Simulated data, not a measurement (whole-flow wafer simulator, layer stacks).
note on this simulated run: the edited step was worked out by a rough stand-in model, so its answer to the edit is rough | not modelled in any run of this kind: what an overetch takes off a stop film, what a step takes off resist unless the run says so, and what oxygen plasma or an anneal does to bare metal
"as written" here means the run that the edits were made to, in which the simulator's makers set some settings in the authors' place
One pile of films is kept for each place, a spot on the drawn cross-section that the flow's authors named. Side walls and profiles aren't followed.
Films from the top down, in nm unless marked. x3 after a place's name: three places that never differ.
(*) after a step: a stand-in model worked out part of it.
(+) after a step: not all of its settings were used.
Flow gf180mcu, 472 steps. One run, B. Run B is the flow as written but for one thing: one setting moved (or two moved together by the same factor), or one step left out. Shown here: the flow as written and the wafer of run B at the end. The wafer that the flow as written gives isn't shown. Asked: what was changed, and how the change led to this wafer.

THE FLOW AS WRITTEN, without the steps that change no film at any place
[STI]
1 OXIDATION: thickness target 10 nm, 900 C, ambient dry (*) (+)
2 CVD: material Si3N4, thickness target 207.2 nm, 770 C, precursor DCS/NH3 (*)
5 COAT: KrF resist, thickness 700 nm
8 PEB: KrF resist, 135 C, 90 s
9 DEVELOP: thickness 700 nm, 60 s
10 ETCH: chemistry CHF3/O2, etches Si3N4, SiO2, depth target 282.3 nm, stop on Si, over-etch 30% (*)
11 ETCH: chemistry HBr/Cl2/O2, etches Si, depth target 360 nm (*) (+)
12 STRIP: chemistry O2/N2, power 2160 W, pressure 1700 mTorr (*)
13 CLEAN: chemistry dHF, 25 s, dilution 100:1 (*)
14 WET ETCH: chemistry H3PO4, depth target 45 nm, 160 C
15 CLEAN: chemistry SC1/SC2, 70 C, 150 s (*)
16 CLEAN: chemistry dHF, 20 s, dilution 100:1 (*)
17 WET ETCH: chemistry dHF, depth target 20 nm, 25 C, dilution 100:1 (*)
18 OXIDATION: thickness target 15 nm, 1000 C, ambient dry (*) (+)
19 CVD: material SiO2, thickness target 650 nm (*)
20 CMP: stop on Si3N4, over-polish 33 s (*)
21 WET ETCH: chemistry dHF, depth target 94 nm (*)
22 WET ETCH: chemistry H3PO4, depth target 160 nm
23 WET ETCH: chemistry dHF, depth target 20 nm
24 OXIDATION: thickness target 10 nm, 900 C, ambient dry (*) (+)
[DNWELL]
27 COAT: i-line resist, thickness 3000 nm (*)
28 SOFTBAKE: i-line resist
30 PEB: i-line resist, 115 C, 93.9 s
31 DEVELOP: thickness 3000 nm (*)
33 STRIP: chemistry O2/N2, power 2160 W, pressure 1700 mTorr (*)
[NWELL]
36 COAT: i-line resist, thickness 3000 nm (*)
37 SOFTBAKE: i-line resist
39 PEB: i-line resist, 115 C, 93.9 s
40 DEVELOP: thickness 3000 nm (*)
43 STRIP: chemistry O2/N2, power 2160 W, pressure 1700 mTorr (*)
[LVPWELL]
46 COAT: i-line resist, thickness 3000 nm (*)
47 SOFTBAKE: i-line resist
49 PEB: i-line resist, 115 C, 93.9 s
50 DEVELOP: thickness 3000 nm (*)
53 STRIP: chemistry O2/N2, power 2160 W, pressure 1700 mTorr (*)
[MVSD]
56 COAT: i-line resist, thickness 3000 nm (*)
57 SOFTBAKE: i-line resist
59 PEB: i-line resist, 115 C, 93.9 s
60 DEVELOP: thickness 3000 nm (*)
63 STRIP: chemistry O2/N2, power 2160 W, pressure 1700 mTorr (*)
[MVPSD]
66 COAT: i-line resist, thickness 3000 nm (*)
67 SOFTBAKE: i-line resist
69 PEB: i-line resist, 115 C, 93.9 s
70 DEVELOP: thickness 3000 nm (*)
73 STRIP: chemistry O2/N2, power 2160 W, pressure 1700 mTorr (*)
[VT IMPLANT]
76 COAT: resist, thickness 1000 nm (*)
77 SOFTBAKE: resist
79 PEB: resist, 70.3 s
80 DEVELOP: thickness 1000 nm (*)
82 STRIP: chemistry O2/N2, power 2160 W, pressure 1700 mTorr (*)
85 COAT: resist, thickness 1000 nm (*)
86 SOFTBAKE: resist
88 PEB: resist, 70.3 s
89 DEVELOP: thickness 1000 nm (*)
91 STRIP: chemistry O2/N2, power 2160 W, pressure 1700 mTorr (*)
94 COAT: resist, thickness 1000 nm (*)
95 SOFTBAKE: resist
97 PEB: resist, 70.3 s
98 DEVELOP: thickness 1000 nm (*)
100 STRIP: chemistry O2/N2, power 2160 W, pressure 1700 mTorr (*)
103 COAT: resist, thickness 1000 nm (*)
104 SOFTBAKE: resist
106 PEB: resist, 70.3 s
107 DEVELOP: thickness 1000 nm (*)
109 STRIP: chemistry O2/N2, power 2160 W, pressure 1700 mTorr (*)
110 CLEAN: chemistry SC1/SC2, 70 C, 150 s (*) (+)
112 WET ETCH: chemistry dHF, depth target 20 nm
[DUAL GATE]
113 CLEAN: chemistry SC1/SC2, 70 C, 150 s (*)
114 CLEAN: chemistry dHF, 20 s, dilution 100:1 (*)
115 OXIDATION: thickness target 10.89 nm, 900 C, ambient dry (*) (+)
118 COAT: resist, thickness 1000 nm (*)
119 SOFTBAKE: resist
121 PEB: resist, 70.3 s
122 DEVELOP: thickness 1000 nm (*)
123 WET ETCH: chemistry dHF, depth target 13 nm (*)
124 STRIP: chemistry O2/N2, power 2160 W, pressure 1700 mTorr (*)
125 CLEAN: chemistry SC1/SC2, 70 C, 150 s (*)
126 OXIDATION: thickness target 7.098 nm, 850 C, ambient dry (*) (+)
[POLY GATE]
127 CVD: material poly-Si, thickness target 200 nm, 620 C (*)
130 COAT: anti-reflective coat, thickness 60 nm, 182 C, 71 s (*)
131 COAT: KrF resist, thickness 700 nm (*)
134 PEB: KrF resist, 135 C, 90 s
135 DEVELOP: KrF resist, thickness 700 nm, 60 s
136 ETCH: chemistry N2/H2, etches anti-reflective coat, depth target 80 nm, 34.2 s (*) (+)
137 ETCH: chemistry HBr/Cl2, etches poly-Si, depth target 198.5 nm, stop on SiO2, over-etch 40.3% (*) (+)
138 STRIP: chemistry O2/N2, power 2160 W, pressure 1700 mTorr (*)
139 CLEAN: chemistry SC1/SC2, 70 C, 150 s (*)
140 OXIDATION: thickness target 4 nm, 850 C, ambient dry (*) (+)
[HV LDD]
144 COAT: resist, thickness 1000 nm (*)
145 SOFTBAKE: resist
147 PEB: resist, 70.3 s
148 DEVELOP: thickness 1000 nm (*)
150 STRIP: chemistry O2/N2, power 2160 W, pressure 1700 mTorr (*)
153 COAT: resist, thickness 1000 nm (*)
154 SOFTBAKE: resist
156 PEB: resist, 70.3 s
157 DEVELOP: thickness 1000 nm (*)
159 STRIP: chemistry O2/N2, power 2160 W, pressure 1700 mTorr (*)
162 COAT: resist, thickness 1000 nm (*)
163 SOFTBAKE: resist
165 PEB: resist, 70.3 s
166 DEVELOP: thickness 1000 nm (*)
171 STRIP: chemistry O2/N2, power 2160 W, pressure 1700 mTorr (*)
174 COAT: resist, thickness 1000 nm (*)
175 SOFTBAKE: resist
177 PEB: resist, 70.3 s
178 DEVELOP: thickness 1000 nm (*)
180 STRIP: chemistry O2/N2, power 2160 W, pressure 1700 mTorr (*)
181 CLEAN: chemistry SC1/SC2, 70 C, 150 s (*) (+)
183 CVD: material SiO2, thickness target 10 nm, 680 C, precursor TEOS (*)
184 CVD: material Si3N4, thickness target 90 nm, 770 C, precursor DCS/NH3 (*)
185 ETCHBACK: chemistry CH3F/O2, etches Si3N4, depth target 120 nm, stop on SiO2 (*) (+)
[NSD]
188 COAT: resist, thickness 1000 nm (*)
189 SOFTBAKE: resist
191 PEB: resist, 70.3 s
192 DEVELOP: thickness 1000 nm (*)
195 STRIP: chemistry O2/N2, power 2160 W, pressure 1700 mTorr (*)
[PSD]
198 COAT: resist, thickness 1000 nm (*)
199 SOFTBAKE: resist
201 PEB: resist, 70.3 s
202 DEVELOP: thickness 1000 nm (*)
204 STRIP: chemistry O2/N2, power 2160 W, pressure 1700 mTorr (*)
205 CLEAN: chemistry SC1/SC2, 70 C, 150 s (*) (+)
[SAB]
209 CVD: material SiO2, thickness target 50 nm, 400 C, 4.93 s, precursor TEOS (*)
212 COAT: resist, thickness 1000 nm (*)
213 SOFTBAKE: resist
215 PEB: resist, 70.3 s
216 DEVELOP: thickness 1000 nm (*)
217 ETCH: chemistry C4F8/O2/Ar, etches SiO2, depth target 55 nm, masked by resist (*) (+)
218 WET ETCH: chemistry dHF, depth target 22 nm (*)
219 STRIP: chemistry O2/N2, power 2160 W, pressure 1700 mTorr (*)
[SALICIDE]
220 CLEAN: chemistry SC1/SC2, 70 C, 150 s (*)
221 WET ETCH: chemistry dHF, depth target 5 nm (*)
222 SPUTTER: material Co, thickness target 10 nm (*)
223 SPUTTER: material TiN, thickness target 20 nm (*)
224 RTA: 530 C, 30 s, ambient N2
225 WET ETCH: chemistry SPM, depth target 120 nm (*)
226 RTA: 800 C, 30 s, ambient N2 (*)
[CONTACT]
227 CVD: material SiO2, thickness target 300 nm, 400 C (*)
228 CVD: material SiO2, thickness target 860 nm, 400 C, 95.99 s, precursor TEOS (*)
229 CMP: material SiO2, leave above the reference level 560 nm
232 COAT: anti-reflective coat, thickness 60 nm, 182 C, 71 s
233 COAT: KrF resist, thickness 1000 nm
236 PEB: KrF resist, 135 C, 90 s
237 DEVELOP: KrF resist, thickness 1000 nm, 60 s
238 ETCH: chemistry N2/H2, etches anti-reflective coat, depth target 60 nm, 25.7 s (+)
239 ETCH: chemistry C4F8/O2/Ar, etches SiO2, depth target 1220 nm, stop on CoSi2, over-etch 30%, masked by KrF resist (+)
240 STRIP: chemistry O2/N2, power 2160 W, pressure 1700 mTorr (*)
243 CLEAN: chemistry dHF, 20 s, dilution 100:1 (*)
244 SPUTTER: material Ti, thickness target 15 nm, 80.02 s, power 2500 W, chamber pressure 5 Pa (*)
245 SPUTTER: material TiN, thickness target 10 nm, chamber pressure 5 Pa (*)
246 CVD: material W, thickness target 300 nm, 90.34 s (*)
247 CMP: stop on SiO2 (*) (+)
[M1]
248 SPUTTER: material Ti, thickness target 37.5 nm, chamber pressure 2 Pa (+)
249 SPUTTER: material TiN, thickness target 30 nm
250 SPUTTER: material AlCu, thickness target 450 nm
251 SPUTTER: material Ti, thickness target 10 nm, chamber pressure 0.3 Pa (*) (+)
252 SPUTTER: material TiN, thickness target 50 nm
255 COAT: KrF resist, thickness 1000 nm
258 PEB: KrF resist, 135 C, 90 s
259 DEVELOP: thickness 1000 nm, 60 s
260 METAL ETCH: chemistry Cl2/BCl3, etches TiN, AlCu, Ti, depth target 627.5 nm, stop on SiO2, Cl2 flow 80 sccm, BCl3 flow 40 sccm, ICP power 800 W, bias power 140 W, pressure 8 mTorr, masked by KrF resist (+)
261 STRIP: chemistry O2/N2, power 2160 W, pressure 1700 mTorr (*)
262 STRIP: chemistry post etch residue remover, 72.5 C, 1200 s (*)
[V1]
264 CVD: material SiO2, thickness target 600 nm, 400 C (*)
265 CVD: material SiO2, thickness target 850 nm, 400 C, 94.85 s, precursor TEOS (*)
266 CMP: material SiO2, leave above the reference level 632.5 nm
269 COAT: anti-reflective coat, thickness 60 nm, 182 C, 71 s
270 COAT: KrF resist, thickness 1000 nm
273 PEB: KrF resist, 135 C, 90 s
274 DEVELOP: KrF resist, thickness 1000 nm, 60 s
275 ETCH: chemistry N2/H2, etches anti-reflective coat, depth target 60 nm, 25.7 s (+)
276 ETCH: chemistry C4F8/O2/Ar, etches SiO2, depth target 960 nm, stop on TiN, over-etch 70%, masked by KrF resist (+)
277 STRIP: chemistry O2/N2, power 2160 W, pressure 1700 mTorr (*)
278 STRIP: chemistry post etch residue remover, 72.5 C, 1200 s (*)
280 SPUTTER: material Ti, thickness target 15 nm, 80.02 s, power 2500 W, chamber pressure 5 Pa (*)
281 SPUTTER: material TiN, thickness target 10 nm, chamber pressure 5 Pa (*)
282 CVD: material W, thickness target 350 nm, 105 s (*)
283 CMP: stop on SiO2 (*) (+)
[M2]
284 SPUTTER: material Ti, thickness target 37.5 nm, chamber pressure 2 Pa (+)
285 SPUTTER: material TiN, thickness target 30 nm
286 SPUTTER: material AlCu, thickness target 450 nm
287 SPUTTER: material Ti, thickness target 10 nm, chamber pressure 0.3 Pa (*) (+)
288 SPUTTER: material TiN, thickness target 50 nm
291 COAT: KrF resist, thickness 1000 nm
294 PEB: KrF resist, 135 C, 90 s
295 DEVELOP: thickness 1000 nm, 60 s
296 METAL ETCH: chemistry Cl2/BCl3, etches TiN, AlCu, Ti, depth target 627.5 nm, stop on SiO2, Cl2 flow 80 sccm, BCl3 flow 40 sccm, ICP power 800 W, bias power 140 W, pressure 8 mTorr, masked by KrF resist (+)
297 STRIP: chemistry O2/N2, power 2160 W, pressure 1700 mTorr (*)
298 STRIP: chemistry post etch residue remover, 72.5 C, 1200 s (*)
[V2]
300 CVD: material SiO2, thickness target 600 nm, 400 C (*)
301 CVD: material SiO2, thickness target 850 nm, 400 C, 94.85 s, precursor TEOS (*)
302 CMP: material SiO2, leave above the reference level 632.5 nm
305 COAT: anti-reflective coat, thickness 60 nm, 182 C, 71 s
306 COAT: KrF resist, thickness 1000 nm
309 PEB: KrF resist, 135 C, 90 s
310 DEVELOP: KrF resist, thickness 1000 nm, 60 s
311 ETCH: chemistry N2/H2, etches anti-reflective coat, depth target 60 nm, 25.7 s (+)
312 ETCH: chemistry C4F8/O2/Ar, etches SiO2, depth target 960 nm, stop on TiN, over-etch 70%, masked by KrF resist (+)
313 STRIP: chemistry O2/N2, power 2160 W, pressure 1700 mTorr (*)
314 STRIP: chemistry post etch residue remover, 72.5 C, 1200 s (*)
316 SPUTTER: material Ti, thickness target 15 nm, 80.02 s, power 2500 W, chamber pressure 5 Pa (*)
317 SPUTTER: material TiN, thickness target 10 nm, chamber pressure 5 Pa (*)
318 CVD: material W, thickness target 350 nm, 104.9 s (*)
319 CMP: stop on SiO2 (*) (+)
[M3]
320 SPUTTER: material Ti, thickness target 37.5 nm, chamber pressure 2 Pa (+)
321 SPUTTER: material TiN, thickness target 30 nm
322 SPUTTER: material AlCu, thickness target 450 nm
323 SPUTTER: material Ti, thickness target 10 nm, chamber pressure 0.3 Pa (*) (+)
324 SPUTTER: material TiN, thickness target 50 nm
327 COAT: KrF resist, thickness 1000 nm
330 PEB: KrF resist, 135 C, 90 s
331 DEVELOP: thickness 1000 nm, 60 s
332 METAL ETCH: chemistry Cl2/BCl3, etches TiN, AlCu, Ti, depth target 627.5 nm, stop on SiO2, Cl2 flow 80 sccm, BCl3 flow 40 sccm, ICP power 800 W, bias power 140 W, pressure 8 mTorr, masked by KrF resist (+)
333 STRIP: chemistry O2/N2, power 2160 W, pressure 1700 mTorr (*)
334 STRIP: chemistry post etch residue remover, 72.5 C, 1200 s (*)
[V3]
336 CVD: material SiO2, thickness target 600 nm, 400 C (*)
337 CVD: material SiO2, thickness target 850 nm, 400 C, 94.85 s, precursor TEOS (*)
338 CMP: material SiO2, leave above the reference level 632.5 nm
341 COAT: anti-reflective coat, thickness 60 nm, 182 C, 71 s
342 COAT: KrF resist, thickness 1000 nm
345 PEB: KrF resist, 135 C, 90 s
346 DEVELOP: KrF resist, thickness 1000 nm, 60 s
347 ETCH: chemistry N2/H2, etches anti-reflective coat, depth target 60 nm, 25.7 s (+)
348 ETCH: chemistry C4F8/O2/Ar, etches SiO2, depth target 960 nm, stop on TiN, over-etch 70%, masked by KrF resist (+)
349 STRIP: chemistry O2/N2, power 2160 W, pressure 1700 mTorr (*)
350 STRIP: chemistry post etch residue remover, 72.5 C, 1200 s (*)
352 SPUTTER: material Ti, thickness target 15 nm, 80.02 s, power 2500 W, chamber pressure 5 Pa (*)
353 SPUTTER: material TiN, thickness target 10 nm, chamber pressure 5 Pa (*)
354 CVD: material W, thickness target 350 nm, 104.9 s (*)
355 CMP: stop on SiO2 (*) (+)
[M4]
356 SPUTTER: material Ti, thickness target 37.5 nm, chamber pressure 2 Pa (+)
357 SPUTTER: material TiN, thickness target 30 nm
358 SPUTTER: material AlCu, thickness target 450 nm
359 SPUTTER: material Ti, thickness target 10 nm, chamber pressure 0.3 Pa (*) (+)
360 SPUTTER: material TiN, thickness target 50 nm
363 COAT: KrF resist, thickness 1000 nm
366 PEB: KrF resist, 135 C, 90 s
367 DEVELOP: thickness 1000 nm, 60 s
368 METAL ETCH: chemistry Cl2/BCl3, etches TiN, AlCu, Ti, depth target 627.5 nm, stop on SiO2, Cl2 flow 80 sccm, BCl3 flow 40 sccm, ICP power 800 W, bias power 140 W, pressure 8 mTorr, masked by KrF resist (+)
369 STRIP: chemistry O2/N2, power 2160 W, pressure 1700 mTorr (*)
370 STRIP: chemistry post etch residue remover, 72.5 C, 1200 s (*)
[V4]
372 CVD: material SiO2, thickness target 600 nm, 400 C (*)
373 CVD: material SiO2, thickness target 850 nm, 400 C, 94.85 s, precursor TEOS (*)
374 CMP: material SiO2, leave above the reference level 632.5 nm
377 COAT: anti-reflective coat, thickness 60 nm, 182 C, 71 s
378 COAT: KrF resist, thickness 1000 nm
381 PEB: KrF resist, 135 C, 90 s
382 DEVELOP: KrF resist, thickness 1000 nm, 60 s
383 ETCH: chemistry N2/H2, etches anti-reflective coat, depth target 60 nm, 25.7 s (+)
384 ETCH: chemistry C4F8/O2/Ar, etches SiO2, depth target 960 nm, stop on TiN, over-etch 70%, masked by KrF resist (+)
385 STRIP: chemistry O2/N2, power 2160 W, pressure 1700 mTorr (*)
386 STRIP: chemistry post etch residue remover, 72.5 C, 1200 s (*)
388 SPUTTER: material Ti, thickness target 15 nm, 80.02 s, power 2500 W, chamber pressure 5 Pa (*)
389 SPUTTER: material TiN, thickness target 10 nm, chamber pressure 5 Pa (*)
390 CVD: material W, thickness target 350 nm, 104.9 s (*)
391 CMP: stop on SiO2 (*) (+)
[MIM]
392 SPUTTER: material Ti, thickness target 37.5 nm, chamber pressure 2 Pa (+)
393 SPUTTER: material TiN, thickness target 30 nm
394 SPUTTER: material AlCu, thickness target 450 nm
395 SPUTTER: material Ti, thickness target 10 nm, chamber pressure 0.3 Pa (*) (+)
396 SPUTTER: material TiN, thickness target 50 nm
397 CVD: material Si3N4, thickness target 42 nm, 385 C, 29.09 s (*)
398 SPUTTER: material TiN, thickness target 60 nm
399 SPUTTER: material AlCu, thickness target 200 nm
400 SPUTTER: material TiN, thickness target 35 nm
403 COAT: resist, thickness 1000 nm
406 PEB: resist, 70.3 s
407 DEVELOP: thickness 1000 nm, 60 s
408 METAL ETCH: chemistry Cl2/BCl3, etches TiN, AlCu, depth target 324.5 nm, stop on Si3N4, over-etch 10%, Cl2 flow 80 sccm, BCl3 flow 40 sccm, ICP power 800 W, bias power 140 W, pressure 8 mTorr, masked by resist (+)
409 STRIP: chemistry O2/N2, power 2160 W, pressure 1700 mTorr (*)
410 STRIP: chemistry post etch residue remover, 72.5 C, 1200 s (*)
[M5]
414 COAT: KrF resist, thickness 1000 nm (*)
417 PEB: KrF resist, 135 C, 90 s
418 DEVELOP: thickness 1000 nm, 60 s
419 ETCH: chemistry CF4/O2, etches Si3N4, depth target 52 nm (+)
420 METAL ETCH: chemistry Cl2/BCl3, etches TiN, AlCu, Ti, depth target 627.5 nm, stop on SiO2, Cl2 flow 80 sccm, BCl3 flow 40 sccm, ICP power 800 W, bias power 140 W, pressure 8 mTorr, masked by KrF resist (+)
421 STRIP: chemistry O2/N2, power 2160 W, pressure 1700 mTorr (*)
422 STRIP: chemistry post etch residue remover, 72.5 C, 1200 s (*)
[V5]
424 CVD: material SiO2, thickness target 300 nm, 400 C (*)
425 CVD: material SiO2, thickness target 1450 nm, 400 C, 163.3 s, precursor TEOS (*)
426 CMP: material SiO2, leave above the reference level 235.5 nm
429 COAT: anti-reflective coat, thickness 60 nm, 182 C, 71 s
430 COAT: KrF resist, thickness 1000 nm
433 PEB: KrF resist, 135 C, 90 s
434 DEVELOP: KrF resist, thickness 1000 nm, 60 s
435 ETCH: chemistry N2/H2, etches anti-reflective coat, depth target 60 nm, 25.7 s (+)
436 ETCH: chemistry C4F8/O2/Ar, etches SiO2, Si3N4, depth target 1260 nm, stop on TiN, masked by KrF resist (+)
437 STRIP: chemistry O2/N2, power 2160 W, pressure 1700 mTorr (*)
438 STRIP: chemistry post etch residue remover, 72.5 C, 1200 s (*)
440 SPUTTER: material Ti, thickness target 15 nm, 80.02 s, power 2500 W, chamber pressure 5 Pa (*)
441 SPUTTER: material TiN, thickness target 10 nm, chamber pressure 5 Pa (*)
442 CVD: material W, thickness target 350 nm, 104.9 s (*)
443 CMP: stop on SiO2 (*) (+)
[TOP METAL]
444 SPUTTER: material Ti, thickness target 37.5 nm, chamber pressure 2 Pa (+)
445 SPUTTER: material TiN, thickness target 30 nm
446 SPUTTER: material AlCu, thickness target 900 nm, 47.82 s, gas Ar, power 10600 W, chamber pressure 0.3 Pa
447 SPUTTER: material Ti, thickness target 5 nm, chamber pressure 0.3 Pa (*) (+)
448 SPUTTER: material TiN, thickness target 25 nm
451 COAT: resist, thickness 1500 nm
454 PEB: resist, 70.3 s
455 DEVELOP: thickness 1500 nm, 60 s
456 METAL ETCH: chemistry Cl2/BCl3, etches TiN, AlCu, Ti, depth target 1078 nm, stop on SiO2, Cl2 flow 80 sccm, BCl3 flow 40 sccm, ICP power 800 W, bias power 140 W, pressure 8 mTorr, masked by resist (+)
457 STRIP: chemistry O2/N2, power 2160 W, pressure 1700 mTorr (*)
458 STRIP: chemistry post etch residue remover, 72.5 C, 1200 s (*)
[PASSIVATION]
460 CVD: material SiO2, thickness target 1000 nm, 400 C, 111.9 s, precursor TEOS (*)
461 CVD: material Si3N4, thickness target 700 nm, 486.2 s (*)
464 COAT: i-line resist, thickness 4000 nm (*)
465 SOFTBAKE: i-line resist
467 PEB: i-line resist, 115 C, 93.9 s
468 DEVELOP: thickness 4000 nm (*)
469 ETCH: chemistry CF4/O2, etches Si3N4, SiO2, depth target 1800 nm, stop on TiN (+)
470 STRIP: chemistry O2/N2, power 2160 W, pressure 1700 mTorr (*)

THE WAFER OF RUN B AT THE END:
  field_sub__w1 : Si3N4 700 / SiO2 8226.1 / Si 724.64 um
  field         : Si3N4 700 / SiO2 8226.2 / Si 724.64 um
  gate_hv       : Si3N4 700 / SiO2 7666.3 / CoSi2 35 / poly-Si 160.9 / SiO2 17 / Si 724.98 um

The cause: step 126, OXIDATION: thickness target 10.29 nm was run, where the flow has thickness target 7.098 nm.

How the change led to this, step by step:
  126 OXIDATION: thickness target 7.098 nm, 850 C, ambient dry (*) (+)
      gate_hv, active_hv, active_nat and 25 more: SiO2 +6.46, Si -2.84 (as written it would be: SiO2 +3.72, Si -1.64)
      active, n_well, p_well and 12 more: SiO2 +10.3 (new film), chemical SiO2 -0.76 (all of it), Si -4.2 (as written it would be: SiO2 +7.1 (new film), chemical SiO2 -0.76 (all of it), Si -2.79)
  189 SOFTBAKE: resist
      active_hv: resist -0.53 (as written it would be: resist +2.68)
      nw_enc_fld_lv__w3: resist -1.6 (as written it would be: resist +2.11)
      (and at 1 more place)
  199 SOFTBAKE: resist
      active_hv: resist -0.53 (as written it would be: resist +2.68)
      nw_enc_fld_lv__w3: resist -1.6 (as written it would be: resist +2.11)
      (and at 1 more place)
  218 WET ETCH: chemistry dHF, depth target 22 nm (*)
      active, p_well, sd_n, iso_ptap_pw, iso_ntap_nw, iso_ptap_sub, vpnp_e: SiO2 -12 (all of it) (as written it would be: SiO2 -9.01 (all of it))
      ldn_tap, ldn_src, ldn_drn, ldp_tap, ldp_src, ldp_drn, ldp_gr: SiO2 -18.6 (all of it) (as written it would be: SiO2 -16 (all of it))
      (and at 9 more places)
